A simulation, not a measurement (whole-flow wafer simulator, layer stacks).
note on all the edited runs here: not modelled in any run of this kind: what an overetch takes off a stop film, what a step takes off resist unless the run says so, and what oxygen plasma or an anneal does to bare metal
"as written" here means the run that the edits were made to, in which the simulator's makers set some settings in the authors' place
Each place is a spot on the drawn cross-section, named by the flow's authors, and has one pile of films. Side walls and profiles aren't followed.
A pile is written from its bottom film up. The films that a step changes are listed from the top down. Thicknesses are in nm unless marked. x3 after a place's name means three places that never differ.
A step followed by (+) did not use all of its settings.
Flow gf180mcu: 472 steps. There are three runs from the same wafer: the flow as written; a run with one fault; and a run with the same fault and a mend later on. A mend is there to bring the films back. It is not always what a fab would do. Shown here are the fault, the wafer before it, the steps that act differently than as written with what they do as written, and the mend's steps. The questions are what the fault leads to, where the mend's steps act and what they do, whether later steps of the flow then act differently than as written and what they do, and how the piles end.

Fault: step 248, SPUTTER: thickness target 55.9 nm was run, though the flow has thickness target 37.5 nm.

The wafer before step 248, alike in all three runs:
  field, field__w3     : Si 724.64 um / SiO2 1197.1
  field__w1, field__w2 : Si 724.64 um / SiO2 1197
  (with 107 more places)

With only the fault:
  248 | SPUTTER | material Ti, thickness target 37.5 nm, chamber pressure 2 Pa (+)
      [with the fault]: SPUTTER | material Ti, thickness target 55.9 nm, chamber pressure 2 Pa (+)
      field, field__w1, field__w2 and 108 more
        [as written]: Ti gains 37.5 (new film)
        [with the fault]: Ti gains 55.9 (new film)
  Later steps of the flow acting differently than as written:
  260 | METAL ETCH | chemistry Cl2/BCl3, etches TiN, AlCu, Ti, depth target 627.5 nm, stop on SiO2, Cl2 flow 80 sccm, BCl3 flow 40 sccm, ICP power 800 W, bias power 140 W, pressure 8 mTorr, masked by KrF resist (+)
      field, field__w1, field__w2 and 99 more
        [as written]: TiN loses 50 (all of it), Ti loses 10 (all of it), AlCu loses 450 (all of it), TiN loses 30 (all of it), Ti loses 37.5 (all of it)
        [with the fault]: TiN loses 50 (all of it), Ti loses 10 (all of it), AlCu loses 450 (all of it), TiN loses 30 (all of it), Ti loses 55.9 (all of it)
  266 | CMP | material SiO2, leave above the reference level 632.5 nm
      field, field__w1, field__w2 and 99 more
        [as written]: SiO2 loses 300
        [with the fault]: SiO2 loses 281.6
  By the end, the piles at field__w8, contact, m1 and 6 more depart from the flow's by more than 2% or 0.5 nm, whichever is larger.
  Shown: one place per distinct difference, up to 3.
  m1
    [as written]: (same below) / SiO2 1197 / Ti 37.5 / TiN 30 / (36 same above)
    [with the fault]: (same below) / SiO2 1197 / Ti 55.9 / TiN 30 / (36 same above)
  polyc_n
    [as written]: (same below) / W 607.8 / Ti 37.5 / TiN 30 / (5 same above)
    [with the fault]: (same below) / W 607.8 / Ti 55.9 / TiN 30 / (5 same above)
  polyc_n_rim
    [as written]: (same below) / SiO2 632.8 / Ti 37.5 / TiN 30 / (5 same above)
    [with the fault]: (same below) / SiO2 632.8 / Ti 55.9 / TiN 30 / (5 same above)

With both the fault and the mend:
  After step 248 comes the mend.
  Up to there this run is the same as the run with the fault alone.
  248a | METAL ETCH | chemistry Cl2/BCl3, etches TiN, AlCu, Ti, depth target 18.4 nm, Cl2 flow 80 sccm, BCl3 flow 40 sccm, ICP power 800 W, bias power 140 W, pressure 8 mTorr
      field, field__w1, field__w2 and 108 more
        Ti loses 18.4
  Later steps of the flow that are run all act as written at every place that is followed.
  By the end, the piles equal the flow's at every place that both follow.
